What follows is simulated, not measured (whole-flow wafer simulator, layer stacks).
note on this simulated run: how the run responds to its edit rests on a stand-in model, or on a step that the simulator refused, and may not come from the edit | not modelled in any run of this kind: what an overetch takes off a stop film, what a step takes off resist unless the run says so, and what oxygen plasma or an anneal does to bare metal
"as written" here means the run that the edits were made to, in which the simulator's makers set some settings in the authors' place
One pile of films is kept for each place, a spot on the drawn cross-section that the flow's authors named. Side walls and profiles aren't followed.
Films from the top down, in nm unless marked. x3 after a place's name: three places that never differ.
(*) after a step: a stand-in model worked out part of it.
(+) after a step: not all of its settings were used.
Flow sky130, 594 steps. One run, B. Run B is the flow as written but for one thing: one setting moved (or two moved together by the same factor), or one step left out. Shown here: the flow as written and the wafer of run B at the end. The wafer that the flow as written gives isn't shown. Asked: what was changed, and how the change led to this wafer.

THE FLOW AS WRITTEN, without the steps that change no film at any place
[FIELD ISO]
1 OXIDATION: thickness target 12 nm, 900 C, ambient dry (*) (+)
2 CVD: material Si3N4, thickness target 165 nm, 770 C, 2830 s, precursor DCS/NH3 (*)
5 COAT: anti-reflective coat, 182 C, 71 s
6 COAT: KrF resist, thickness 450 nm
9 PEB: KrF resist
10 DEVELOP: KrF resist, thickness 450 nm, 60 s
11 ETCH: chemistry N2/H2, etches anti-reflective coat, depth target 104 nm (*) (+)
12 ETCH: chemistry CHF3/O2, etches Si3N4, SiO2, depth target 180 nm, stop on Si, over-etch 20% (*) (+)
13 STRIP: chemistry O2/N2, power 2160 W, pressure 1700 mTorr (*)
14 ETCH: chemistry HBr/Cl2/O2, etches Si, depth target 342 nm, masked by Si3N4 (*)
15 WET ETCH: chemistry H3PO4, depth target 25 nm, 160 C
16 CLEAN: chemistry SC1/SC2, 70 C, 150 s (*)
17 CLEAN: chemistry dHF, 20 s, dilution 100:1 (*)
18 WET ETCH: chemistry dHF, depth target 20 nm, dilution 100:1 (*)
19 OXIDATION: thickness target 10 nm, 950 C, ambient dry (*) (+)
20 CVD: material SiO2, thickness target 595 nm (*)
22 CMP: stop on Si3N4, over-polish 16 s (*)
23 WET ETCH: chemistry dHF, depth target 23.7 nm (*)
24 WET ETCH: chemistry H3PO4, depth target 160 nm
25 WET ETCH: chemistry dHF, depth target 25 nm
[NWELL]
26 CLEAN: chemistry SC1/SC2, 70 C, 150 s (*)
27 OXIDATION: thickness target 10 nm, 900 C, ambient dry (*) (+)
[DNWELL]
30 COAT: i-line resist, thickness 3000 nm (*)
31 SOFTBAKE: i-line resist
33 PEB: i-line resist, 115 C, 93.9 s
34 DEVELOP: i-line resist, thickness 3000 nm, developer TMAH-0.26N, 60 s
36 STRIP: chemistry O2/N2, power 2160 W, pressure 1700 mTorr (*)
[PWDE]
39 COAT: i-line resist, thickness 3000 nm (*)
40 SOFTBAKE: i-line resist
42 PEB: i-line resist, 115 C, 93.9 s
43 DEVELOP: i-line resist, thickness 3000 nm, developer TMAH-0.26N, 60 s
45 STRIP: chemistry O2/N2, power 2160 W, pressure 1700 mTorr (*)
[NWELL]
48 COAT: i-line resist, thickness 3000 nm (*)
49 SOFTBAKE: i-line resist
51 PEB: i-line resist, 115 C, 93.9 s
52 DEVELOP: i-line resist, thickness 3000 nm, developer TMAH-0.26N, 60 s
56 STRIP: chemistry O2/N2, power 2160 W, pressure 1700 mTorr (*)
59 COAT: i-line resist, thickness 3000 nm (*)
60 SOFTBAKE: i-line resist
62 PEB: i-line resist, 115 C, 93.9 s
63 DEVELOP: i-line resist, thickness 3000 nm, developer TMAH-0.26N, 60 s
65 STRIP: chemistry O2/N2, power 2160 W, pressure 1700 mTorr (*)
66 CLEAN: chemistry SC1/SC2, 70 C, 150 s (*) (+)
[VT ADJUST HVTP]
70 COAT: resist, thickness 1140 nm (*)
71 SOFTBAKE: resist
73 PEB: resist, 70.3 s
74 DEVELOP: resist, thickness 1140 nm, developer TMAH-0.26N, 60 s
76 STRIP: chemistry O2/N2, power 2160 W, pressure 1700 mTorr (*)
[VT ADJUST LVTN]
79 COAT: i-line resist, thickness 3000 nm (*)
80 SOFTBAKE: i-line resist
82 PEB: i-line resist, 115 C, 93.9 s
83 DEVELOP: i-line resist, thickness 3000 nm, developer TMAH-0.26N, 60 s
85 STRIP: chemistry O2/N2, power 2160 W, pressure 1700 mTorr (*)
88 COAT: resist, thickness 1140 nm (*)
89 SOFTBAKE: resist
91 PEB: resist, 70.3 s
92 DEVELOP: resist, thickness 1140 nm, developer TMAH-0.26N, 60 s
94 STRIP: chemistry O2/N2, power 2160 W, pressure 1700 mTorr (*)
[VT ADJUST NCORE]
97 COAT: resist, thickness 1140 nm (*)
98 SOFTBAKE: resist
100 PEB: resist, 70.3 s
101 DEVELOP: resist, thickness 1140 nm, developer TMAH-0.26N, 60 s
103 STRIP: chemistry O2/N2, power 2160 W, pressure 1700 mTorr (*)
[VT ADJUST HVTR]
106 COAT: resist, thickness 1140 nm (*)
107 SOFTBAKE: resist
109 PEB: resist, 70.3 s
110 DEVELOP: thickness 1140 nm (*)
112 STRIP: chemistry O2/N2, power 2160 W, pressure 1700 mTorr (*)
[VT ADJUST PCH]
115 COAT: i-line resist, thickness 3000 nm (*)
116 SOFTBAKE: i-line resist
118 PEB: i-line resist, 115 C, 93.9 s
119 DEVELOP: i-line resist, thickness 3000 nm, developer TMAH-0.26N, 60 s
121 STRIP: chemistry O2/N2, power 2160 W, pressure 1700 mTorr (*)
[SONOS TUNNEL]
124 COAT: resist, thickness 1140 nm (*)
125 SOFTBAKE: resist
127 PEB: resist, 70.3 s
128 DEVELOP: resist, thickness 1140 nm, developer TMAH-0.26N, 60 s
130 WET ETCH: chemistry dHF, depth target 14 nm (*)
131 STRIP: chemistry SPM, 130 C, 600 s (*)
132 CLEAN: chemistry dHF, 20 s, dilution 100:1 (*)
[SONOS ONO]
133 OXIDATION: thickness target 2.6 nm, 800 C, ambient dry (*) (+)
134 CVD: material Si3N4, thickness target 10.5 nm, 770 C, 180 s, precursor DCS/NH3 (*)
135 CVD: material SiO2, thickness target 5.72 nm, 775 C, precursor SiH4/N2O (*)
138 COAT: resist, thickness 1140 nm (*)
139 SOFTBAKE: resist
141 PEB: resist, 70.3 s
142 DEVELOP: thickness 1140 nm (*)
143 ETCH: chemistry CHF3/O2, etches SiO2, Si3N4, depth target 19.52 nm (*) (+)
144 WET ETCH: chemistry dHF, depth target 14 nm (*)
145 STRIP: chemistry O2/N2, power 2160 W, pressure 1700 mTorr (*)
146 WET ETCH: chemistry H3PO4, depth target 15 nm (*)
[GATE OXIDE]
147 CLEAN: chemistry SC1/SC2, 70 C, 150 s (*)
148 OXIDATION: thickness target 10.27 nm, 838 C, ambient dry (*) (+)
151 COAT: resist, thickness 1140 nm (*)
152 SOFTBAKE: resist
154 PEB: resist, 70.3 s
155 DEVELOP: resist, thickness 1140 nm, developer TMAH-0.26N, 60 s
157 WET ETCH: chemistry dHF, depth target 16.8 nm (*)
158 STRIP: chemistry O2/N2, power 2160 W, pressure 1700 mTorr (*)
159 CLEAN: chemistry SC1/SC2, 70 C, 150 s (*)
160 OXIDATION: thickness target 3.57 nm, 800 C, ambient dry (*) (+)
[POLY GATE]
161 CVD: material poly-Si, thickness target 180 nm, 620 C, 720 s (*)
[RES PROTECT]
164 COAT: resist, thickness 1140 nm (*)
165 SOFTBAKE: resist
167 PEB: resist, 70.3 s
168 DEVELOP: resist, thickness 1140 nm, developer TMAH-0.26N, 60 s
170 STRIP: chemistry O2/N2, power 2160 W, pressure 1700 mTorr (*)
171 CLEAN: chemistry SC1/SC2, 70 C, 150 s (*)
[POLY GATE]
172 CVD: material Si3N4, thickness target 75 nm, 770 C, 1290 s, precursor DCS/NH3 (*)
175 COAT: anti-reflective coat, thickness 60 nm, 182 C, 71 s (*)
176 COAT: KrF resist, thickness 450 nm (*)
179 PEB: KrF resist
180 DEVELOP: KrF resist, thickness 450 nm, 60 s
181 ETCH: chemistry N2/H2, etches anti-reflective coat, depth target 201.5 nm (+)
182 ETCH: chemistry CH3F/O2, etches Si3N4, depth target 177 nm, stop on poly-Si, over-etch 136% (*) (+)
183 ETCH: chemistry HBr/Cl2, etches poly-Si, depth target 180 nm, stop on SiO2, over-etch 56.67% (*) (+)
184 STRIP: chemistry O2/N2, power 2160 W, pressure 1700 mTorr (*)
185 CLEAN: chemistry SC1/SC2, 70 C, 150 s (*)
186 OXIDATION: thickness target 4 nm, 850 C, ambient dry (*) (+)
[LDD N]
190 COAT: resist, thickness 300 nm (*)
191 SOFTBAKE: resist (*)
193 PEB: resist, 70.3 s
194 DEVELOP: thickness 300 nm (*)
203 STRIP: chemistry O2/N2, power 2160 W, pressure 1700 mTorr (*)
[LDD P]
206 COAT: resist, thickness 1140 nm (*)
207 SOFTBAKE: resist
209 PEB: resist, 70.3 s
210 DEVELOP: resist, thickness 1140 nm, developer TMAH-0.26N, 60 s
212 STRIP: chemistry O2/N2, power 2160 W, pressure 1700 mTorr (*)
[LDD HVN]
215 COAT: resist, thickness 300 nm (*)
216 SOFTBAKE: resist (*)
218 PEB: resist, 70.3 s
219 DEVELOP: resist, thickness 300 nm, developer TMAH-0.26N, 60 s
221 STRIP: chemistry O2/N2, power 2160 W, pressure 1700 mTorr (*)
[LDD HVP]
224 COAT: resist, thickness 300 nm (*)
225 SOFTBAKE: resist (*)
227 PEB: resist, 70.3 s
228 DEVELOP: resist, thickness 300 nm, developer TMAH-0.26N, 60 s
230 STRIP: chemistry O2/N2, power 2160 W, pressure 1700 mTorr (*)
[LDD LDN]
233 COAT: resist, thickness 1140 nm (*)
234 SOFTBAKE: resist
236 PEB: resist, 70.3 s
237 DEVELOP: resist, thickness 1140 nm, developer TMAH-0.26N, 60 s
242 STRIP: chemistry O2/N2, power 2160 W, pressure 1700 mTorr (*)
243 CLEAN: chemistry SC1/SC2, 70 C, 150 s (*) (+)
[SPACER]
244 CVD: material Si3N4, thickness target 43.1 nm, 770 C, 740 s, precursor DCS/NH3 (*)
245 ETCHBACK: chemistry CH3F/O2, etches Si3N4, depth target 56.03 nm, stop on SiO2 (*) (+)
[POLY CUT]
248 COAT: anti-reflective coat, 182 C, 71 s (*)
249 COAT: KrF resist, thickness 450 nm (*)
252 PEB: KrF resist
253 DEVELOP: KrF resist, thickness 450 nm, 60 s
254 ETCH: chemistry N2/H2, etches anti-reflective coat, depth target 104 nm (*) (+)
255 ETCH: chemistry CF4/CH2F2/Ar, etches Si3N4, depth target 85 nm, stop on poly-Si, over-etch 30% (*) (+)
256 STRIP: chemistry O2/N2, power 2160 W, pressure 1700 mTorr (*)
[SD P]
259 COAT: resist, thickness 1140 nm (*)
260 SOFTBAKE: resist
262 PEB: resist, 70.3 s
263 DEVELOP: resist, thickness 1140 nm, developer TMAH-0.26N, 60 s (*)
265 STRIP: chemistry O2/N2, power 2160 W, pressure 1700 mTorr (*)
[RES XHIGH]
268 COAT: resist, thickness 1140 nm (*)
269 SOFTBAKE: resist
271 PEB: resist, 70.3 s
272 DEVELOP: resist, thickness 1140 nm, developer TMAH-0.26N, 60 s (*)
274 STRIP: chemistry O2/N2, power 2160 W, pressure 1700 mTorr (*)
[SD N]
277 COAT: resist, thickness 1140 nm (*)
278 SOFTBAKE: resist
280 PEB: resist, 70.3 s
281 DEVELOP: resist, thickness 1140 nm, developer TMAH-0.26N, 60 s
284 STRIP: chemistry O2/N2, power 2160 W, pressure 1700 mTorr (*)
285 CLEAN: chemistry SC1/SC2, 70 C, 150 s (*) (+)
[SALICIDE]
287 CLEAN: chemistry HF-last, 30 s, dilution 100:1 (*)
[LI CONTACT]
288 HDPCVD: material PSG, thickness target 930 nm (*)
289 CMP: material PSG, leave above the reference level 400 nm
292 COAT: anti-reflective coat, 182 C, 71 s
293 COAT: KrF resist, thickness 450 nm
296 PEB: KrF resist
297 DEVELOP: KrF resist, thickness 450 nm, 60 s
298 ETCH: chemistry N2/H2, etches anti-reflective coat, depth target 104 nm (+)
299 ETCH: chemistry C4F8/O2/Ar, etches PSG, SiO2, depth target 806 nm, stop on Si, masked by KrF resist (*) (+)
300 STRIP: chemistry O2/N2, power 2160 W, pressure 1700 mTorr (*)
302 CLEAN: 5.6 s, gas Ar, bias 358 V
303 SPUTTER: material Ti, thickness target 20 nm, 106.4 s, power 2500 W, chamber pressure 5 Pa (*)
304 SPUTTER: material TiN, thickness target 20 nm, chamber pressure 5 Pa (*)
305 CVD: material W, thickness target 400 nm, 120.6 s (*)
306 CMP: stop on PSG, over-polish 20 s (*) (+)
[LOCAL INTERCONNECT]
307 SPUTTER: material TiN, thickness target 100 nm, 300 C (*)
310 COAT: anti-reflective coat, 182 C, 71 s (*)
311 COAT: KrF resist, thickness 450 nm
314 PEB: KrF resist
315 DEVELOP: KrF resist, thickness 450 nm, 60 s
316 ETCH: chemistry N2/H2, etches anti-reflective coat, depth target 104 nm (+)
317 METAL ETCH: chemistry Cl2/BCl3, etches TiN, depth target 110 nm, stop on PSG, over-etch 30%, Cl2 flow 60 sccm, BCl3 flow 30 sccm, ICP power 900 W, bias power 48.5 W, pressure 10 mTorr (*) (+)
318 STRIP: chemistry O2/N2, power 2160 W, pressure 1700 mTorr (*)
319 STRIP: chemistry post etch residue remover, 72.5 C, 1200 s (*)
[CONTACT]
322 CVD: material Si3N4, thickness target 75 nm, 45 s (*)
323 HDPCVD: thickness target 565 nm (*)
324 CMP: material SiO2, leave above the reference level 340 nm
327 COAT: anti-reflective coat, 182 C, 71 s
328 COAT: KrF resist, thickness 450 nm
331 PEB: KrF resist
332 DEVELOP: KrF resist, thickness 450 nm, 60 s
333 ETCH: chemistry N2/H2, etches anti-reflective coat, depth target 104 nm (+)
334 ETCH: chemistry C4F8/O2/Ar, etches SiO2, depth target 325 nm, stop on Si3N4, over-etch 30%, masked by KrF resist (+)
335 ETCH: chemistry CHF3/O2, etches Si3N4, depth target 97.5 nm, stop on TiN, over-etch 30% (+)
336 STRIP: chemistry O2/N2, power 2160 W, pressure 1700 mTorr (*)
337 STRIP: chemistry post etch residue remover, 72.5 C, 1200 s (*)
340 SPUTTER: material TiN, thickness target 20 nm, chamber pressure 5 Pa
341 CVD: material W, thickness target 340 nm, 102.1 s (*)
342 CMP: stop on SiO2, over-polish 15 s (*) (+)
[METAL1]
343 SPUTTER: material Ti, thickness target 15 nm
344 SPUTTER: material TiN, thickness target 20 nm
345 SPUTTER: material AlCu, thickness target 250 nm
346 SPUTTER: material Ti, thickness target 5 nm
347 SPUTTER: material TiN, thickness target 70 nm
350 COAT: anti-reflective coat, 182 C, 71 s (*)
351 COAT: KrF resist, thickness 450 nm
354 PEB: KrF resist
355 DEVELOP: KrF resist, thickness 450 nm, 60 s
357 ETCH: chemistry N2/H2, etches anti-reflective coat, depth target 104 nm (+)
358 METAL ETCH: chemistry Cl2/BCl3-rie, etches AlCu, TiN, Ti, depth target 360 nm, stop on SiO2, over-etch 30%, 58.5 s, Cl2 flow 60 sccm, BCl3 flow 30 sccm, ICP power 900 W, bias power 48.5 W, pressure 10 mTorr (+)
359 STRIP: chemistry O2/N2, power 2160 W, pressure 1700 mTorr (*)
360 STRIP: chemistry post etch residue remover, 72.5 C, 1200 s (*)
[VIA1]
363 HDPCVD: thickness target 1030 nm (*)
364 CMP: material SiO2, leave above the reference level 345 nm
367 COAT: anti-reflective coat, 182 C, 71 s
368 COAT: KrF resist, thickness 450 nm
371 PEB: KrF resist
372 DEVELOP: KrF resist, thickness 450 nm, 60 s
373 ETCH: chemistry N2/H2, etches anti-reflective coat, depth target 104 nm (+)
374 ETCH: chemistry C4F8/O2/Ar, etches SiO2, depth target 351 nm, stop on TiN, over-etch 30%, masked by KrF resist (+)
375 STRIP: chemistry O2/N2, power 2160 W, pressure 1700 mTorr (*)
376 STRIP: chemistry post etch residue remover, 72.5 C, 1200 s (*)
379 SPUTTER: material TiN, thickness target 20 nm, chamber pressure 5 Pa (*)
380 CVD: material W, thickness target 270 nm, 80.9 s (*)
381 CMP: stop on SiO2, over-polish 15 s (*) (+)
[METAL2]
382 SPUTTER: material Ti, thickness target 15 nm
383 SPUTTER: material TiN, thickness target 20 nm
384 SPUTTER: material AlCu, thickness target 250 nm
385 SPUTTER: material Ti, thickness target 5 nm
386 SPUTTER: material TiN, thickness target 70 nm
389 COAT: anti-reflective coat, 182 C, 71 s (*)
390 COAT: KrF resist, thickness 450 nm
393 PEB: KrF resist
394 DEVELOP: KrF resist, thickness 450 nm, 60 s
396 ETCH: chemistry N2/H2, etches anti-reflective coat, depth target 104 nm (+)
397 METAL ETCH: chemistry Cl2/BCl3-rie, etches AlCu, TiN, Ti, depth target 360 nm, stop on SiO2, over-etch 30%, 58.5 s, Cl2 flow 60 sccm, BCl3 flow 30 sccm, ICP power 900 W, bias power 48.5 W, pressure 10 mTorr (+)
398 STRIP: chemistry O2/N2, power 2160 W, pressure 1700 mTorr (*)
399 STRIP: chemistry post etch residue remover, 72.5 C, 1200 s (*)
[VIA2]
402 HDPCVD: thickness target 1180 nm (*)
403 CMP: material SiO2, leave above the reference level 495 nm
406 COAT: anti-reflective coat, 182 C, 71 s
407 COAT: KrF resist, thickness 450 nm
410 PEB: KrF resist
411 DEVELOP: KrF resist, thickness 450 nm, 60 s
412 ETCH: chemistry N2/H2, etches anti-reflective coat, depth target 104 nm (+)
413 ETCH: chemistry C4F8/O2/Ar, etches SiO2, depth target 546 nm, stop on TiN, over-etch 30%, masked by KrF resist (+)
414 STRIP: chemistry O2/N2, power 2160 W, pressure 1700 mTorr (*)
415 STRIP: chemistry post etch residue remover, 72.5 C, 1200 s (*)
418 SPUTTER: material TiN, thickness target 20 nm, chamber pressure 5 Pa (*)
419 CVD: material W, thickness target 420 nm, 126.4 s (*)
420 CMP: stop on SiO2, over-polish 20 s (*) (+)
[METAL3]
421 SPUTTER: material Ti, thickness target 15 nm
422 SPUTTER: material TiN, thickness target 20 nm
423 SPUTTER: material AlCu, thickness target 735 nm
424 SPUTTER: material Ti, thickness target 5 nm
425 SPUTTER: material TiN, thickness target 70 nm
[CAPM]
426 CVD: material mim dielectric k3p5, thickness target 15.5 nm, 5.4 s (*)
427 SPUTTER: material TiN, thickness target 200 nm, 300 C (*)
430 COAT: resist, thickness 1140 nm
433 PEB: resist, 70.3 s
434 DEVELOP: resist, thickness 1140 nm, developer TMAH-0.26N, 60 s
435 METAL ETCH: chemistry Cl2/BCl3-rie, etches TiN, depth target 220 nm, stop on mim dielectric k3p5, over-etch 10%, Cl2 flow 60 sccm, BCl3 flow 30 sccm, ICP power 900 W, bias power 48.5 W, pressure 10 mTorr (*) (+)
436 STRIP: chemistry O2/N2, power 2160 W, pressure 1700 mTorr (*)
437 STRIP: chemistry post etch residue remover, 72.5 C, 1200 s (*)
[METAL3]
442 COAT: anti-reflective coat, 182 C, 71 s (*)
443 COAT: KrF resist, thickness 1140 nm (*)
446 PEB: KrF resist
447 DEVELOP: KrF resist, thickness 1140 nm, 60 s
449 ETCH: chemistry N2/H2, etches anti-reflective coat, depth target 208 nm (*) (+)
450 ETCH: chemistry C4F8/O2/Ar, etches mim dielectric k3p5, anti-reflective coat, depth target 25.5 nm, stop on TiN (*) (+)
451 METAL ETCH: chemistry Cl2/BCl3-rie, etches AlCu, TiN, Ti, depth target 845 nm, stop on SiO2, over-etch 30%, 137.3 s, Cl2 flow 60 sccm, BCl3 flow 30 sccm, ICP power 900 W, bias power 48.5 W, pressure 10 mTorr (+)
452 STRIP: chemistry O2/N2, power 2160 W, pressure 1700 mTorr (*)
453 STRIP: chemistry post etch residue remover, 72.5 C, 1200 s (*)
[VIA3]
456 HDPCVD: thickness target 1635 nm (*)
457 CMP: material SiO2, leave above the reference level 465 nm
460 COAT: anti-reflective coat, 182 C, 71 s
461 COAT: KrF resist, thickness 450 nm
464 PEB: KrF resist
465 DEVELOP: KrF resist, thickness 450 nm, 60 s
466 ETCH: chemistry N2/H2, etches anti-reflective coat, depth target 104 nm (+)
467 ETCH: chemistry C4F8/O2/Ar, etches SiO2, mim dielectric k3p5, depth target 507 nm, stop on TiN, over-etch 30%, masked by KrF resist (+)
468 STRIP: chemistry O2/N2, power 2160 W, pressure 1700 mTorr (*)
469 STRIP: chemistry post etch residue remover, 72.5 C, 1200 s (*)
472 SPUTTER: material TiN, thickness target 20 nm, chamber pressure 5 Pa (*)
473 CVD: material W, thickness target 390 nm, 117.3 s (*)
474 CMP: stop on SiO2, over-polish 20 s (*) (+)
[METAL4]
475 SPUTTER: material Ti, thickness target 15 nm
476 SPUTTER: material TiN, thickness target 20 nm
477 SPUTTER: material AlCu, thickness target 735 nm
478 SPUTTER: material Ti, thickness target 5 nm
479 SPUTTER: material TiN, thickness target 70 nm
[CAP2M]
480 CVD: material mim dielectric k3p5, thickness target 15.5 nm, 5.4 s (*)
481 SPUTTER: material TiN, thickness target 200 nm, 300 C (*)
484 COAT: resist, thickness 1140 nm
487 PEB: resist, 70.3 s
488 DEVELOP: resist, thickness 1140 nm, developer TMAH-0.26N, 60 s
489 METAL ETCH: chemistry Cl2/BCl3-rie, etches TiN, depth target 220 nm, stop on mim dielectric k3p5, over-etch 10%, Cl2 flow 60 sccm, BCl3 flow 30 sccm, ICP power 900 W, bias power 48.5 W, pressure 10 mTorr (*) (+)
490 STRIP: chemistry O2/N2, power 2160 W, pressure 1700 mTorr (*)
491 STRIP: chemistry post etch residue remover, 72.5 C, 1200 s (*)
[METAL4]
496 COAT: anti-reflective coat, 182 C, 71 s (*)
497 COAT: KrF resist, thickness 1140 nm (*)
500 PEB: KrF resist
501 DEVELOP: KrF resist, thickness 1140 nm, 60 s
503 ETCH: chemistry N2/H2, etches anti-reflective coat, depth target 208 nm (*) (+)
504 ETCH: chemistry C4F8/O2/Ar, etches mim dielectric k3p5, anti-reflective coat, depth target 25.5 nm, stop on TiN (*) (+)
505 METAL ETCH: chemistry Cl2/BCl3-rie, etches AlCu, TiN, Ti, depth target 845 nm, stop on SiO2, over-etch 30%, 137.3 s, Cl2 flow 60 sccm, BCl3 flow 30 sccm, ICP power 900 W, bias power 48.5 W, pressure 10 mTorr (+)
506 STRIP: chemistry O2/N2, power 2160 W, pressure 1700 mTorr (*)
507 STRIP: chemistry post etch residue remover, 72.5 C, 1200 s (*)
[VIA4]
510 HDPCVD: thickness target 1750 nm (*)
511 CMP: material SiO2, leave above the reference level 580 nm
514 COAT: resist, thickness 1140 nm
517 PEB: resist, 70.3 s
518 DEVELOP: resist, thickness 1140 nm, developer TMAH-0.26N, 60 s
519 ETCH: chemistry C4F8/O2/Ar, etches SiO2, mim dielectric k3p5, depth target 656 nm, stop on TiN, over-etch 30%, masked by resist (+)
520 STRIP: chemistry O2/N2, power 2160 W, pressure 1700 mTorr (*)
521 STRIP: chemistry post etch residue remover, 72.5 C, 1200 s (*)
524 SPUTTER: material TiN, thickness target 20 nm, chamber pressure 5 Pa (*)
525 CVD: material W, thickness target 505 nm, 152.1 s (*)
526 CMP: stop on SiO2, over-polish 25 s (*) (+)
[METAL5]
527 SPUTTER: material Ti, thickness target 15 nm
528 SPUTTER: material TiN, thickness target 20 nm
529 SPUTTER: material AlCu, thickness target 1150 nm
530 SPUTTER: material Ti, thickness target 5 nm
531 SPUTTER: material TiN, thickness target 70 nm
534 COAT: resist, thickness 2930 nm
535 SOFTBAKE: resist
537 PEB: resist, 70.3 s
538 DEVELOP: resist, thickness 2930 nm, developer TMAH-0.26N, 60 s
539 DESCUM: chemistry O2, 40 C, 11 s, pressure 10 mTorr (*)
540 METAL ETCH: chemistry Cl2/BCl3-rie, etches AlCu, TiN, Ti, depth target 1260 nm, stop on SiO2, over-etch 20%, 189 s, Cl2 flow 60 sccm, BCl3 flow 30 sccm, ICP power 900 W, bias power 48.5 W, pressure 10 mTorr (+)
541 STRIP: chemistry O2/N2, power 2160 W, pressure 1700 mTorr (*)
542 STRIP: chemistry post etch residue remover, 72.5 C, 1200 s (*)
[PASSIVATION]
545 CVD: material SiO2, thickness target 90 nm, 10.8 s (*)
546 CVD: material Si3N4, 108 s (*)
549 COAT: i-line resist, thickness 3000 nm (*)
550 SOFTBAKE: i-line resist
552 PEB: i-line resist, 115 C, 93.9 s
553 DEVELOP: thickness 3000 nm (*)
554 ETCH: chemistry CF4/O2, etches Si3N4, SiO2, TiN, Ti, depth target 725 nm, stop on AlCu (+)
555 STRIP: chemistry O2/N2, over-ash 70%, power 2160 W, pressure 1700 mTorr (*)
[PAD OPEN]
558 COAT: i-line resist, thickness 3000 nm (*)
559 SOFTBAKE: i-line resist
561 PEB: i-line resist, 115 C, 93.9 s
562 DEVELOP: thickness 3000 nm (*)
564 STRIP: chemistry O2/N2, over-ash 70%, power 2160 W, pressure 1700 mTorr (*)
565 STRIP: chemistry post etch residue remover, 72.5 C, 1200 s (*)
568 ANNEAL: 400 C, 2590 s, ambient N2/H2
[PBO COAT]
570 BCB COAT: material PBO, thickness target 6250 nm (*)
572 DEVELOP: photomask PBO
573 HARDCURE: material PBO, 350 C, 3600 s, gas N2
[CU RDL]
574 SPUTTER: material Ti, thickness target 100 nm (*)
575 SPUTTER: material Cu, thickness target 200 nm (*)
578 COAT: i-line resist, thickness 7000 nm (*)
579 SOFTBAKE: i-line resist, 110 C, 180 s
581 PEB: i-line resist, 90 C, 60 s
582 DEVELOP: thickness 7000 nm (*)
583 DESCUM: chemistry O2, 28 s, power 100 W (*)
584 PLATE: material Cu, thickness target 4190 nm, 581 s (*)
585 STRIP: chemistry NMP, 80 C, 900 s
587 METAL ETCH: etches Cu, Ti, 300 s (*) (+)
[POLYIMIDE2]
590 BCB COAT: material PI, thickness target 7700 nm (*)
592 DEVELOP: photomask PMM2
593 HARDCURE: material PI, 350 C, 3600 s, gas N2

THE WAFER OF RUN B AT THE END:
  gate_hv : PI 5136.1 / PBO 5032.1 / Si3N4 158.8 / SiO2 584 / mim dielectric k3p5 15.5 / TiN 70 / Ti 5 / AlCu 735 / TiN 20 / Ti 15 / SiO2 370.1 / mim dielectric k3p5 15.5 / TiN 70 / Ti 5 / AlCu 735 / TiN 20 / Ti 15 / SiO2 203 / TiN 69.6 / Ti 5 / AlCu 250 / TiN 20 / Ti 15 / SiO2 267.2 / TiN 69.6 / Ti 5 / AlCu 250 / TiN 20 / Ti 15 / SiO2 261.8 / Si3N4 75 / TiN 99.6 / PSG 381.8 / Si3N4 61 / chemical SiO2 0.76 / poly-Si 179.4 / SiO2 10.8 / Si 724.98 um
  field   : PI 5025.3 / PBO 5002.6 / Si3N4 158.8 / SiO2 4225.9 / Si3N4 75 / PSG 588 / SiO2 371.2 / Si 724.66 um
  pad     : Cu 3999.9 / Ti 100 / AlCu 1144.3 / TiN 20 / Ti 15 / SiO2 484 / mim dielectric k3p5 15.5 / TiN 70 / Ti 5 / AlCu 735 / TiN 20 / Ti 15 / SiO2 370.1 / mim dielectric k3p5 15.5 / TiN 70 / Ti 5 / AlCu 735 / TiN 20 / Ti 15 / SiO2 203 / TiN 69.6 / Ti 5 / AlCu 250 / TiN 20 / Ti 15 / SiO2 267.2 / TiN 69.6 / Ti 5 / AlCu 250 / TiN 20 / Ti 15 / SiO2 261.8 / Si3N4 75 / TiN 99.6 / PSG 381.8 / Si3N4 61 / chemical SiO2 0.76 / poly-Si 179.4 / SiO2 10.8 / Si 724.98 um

The cause: step 403, CMP: leave above the reference level 282 nm was run, where the flow has leave above the reference level 495 nm.

How the change led to this, step by step:
  403 CMP: material SiO2, leave above the reference level 495 nm
      n_well, p_well, gate_hv and 101 more: SiO2 -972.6 (as written it would be: SiO2 -759.6)
      field, active, gate and 82 more: SiO2 -602.1 (as written it would be: SiO2 -389.1)
      (and at 2 more places)
  413 ETCH: chemistry C4F8/O2/Ar, etches SiO2, depth target 546 nm, stop on TiN, over-etch 30%, masked by KrF resist (+)
      field, active, n_well and 186 more: KrF resist -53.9 (as written it would be: KrF resist -109.2)
      m1: SiO2 -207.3 (all of it) (as written it would be: SiO2 -420.3 (all of it))
      (and at 1 more place)
  414 STRIP: chemistry O2/N2, power 2160 W, pressure 1700 mTorr (*)
      field, active, n_well and 186 more: KrF resist -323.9 (all of it), anti-reflective coat -80 (all of it) (as written it would be: KrF resist -268.6 (all of it), anti-reflective coat -80 (all of it))
  418 SPUTTER: material TiN, thickness target 20 nm, chamber pressure 5 Pa (*)
      m1, via2_hole: TiN +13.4 (as written it would be: TiN +10.2)
  419 CVD: material W, thickness target 420 nm, 126.4 s (*)
      m1: W +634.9 (new film) (as written it would be: W +851.1 (new film))
      via2_hole: W +634.4 (new film) (as written it would be: W +850.7 (new film))
